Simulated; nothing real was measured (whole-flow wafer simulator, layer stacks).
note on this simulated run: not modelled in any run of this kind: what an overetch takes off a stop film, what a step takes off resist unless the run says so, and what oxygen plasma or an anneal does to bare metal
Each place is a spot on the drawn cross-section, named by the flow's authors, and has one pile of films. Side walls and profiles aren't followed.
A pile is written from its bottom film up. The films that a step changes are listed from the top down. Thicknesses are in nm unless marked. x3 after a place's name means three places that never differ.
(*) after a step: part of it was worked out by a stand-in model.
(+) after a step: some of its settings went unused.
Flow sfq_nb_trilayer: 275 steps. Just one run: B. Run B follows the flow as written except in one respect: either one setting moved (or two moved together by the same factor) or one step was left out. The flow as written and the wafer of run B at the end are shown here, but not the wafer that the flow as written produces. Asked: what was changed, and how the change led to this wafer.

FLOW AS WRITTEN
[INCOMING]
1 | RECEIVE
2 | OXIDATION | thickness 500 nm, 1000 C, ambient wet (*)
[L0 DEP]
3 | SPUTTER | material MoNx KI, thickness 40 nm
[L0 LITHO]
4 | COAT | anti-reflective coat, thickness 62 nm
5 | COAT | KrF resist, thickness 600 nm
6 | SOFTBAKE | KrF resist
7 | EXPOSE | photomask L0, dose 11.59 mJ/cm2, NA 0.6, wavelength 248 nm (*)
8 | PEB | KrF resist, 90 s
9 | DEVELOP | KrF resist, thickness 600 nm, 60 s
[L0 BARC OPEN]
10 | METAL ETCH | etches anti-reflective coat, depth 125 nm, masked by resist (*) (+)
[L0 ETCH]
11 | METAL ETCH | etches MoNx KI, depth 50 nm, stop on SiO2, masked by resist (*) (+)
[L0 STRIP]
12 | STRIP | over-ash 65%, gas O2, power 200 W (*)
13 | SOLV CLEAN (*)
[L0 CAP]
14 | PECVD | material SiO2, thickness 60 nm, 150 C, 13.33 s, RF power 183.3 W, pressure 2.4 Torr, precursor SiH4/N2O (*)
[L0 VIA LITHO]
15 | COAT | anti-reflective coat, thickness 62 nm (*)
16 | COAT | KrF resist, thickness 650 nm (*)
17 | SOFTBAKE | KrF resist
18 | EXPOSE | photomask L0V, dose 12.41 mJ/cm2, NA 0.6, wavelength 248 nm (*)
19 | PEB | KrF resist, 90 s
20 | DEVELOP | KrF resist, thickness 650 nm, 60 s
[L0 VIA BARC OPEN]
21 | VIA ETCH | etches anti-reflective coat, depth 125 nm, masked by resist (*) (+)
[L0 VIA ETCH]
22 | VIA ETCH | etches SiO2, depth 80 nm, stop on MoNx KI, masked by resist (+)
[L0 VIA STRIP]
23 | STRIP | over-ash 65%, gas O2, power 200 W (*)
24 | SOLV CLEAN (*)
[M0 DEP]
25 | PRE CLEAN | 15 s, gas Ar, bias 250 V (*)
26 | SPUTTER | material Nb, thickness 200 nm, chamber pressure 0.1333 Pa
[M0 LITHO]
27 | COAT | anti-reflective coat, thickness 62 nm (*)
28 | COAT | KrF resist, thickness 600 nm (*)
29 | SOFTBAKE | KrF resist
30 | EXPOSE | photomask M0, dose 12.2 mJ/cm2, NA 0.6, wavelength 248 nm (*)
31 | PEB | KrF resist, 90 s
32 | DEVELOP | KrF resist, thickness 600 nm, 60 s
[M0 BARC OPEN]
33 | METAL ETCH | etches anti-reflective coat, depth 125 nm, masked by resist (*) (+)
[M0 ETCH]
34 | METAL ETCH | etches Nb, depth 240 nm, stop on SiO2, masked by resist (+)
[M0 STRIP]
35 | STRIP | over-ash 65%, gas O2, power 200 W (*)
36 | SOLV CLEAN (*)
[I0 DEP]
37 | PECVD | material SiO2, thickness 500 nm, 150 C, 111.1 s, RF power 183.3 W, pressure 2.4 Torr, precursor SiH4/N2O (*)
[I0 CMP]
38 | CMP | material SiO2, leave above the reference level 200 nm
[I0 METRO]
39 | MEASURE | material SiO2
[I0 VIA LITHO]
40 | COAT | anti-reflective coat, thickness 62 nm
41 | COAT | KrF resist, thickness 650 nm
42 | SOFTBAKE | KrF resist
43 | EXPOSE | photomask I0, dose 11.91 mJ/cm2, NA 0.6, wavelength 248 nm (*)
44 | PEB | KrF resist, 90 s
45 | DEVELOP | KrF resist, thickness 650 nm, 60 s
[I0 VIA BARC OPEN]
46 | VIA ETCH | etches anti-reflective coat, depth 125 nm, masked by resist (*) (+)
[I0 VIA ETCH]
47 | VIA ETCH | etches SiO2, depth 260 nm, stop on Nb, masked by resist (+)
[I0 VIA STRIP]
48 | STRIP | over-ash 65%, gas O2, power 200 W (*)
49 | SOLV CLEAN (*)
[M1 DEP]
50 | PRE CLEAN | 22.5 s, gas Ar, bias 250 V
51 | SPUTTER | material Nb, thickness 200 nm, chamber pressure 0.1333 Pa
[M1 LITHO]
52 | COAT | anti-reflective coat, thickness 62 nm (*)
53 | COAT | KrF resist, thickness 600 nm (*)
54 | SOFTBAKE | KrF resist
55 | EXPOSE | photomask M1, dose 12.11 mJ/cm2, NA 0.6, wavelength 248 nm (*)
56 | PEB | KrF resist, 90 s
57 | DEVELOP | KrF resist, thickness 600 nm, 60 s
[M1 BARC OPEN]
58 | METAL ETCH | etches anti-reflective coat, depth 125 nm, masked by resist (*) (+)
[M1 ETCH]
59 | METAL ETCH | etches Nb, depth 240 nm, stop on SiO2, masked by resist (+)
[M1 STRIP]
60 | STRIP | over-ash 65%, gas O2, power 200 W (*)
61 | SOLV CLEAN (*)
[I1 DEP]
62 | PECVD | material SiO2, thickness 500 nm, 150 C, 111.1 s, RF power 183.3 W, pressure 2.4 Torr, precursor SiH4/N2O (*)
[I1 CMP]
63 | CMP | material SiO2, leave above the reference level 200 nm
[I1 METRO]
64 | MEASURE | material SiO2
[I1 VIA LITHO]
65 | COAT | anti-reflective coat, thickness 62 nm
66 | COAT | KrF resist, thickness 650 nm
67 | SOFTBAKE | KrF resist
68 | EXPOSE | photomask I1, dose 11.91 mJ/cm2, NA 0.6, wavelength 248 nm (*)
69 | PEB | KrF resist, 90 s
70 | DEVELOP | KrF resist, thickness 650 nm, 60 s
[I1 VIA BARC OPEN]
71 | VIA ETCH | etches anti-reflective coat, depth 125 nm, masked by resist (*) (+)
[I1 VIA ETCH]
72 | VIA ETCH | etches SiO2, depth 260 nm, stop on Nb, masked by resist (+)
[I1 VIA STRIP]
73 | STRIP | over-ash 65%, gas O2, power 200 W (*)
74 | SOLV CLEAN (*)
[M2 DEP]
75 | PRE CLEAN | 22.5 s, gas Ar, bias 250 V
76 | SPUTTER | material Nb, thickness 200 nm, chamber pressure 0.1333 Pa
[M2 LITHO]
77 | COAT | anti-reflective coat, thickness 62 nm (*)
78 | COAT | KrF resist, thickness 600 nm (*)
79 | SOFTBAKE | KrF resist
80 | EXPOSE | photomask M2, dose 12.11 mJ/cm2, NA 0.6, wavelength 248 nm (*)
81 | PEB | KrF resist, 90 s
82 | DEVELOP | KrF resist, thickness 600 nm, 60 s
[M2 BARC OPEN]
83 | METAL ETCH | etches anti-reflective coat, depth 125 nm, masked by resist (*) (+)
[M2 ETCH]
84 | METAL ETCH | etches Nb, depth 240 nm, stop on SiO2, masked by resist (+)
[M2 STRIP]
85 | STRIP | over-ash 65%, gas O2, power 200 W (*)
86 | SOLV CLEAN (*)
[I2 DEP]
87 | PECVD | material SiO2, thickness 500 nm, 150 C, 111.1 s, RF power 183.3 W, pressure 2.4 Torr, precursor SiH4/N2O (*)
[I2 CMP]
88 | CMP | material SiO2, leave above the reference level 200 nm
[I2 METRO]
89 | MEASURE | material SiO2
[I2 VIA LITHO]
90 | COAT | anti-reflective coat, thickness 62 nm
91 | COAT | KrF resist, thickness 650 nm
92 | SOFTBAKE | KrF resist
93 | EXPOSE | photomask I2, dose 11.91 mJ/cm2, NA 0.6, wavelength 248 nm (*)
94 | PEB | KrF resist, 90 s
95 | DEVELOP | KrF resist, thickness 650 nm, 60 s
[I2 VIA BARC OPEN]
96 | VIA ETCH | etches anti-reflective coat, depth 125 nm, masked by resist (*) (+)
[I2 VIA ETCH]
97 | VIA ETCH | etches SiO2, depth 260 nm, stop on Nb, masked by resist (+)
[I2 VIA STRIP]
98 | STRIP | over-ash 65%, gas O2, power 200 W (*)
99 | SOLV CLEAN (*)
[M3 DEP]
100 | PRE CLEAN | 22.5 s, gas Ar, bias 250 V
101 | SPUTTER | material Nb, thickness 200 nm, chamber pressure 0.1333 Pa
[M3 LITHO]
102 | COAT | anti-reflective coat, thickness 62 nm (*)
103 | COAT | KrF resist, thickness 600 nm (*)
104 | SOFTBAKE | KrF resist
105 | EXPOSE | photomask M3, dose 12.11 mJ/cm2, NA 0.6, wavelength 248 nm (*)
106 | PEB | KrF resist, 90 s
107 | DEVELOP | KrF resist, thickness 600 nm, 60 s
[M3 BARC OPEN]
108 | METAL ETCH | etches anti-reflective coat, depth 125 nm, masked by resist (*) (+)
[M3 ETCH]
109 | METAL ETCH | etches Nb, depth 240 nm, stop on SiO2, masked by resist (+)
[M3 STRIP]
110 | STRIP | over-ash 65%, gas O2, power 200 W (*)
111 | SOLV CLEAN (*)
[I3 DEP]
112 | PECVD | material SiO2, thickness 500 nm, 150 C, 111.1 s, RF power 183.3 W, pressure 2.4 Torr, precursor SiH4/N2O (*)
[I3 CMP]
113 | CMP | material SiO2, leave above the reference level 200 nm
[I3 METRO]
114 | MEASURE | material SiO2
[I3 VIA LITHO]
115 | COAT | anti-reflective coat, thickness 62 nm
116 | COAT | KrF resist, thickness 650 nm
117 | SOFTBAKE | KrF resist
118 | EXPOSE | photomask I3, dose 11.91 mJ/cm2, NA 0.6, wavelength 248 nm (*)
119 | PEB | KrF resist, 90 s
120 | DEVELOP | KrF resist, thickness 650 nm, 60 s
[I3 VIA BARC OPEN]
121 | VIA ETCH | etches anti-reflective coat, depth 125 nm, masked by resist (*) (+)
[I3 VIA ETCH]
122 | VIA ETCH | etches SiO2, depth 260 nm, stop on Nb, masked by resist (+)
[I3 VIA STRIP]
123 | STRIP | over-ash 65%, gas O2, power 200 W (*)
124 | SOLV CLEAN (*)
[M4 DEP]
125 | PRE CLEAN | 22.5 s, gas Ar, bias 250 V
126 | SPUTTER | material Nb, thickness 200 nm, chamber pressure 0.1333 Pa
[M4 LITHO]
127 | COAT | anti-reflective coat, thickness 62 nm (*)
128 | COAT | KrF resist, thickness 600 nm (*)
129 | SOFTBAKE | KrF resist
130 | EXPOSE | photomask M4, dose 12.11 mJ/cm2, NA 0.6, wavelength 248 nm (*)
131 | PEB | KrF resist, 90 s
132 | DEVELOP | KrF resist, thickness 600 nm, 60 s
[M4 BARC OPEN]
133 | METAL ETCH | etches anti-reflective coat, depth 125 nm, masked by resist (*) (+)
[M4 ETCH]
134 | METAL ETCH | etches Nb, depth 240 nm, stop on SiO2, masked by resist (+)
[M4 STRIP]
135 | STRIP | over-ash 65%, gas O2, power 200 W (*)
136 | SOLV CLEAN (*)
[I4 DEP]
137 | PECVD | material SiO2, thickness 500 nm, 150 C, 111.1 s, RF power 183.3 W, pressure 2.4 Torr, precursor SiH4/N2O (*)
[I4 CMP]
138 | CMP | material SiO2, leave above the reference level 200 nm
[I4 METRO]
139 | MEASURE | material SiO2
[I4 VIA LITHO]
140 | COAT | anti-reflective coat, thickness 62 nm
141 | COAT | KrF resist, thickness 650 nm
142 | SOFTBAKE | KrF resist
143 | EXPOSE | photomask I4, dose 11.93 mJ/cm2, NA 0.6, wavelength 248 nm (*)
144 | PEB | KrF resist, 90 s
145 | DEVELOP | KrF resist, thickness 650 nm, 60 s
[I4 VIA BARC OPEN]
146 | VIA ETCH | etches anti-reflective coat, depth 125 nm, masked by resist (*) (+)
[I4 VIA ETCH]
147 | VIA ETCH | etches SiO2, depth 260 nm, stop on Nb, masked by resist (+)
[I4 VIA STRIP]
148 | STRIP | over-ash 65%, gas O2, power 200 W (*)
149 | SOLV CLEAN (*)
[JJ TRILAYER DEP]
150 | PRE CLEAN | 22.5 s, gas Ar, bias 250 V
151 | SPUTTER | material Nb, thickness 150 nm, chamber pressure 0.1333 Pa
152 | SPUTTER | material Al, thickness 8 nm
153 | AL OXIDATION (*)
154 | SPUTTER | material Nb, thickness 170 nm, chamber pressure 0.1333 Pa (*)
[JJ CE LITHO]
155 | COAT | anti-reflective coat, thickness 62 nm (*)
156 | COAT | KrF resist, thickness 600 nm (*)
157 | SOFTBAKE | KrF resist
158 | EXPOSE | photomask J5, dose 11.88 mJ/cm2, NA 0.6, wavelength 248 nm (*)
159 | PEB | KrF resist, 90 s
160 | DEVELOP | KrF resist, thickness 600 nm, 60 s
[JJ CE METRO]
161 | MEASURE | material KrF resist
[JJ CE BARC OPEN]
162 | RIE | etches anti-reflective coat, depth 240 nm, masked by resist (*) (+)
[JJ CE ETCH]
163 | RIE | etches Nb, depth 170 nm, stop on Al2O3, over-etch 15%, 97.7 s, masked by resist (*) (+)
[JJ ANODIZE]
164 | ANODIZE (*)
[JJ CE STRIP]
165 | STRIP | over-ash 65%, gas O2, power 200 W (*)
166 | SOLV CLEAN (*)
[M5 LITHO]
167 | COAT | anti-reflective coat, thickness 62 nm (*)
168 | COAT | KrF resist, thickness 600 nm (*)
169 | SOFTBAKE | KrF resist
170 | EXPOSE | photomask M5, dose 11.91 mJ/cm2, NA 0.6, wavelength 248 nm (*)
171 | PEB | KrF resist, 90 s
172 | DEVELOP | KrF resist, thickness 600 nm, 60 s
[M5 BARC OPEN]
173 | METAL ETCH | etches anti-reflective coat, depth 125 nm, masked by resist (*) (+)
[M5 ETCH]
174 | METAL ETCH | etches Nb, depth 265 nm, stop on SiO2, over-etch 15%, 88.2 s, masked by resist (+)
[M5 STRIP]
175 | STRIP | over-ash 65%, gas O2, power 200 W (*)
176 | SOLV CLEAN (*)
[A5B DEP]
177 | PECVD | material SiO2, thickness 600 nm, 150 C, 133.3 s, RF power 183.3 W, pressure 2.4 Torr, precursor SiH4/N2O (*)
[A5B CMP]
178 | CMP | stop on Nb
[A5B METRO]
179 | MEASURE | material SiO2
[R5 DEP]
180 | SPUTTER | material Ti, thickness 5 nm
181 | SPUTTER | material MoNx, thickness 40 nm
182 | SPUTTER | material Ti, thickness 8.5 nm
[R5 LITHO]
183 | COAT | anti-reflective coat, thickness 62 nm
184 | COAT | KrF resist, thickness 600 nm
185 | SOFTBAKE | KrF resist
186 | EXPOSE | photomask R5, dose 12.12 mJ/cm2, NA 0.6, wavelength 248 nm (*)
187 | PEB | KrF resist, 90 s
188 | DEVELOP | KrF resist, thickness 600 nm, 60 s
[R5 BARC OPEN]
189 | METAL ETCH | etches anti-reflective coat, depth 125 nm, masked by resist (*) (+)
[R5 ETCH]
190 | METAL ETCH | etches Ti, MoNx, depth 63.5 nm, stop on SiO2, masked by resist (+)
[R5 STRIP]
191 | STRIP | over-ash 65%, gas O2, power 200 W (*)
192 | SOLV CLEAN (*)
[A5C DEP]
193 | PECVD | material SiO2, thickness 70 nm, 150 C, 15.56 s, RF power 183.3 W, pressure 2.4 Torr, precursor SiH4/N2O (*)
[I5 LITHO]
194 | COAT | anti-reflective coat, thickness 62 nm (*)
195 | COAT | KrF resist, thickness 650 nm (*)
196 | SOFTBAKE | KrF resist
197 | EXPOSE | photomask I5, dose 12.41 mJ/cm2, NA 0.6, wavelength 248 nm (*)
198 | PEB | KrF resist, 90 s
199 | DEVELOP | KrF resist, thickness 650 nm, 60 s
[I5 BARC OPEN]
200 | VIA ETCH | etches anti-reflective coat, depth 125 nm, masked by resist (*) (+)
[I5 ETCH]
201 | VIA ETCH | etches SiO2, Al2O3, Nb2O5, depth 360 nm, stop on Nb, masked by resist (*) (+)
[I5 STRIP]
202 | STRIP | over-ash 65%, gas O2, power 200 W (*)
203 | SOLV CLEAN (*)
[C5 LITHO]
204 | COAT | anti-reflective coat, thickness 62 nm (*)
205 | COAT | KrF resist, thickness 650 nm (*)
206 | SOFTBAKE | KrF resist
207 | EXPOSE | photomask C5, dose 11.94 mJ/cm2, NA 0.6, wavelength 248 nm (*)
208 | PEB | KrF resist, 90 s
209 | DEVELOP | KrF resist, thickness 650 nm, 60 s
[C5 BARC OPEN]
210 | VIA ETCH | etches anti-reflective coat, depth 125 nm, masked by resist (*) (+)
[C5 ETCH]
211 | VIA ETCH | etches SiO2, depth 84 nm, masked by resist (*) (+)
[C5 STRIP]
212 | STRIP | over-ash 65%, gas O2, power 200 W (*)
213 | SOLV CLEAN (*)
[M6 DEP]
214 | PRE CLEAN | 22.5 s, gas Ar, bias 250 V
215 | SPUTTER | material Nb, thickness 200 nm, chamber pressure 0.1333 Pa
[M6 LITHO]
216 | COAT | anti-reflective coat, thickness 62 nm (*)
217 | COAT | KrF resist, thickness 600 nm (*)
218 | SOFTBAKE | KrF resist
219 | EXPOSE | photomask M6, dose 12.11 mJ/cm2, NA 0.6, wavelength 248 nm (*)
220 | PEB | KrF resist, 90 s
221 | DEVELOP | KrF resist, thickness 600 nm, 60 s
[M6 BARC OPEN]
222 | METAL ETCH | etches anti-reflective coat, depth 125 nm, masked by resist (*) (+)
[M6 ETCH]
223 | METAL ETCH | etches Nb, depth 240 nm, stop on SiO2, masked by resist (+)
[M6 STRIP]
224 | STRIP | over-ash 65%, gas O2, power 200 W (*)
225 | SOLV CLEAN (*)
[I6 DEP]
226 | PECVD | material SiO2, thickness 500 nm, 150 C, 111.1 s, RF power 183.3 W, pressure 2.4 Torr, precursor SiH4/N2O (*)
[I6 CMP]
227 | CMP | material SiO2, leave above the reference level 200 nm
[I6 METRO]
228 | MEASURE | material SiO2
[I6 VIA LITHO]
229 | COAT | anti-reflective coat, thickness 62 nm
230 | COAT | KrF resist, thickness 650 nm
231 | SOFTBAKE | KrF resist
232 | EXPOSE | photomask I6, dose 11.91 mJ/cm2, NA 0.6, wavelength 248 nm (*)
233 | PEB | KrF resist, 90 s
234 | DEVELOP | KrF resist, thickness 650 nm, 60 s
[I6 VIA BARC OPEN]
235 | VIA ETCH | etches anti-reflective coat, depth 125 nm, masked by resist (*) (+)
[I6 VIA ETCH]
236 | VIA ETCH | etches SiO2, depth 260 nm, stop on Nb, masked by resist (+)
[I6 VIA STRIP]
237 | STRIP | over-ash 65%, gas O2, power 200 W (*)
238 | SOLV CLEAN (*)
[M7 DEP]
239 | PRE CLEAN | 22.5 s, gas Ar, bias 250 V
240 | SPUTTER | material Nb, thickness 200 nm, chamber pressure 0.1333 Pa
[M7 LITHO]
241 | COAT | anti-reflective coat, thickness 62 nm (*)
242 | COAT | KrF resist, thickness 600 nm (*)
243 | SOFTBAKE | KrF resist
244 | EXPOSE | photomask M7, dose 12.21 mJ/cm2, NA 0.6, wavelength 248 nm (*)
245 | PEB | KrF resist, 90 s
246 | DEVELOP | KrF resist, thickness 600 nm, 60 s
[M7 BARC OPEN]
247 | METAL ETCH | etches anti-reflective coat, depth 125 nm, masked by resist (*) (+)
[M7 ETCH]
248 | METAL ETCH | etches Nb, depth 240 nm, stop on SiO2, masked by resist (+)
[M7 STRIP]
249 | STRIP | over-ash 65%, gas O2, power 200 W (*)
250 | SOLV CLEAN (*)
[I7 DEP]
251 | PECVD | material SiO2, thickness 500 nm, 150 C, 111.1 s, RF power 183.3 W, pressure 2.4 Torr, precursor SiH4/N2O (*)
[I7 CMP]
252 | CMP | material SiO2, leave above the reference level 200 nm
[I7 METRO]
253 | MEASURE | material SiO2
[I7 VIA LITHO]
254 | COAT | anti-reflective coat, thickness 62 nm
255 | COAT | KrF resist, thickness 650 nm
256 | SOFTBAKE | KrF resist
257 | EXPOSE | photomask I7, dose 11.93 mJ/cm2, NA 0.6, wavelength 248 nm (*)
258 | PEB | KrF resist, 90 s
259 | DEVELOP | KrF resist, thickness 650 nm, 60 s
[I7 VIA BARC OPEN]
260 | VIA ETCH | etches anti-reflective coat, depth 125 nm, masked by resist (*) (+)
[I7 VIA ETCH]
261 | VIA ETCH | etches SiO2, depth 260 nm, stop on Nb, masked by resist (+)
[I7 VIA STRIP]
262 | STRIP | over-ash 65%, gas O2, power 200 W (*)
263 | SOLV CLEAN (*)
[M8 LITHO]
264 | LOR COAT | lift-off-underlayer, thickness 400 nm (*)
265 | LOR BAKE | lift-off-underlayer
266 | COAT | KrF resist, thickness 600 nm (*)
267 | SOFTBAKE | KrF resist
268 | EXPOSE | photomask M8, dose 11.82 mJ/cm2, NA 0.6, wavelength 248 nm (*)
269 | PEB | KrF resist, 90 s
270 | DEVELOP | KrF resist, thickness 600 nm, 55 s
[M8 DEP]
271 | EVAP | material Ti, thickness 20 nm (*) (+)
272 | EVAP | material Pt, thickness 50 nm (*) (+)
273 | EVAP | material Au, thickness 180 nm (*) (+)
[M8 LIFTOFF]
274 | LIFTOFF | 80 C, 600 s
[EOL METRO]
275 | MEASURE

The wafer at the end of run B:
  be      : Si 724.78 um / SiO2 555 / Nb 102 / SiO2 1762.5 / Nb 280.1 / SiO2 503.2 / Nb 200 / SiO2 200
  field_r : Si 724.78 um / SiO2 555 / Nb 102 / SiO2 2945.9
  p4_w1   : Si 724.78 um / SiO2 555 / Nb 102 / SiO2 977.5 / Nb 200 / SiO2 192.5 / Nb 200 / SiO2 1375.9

The reason: step 26, SPUTTER: thickness 102 nm was run, while the flow as written has thickness 200 nm.
One can read it off the wafer: be has Nb 102, and step 26 as written asks for 200 nm.

The path from the change to this, step by step:
  26 | SPUTTER | material Nb, thickness 200 nm, chamber pressure 0.1333 Pa
      field_l, via_wl, via_w and 100 more: Nb gains 102 (new film) (in the flow as written it would be: Nb gains 200 (new film))
      v_sur: Nb gains 98.4 (new film) (in the flow as written it would be: Nb gains 200 (new film))
      (also at 2 further places)
  27 | COAT | anti-reflective coat, thickness 62 nm (*)
      v_sur: anti-reflective coat gains 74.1 (new film) (in the flow as written it would be: anti-reflective coat gains 72.3 (new film))
  34 | METAL ETCH | etches Nb, depth 240 nm, stop on SiO2, masked by resist (+)
      field_l, v_sur, via_wl and 100 more: KrF resist loses 90 (in the flow as written it would be: KrF resist loses 141.2)
      moat, m0r_space_l, m0r_space_r: Nb loses 102 (all of it) (in the flow as written it would be: Nb loses 200 (all of it))
  35 | STRIP | over-ash 65%, gas O2, power 200 W (*)
      p4_fl, p4_fm, p4_w1 and 68 more: KrF resist loses 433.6 (all of it), anti-reflective coat loses 62 (all of it) (in the flow as written it would be: KrF resist loses 382.4 (all of it), anti-reflective coat loses 62 (all of it))
      c5j, ce_r, sp_r, be_r, r_sur, res: KrF resist loses 440.1 (all of it), anti-reflective coat loses 63.6 (all of it) (in the flow as written it would be: KrF resist loses 389 (all of it), anti-reflective coat loses 63.6 (all of it))
      (also at 26 further places)
  37 | PECVD | material SiO2, thickness 500 nm, 150 C, 111.1 s, RF power 183.3 W, pressure 2.4 Torr, precursor SiH4/N2O (*)
      moat, m0r_space_l, m0r_space_r: SiO2 gains 500 (in the flow as written it would be: SiO2 gains 557.1)
  38 | CMP | material SiO2, leave above the reference level 200 nm
      moat, m0r_space_l, m0r_space_r: SiO2 loses 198 (in the flow as written it would be: SiO2 loses 157.1)
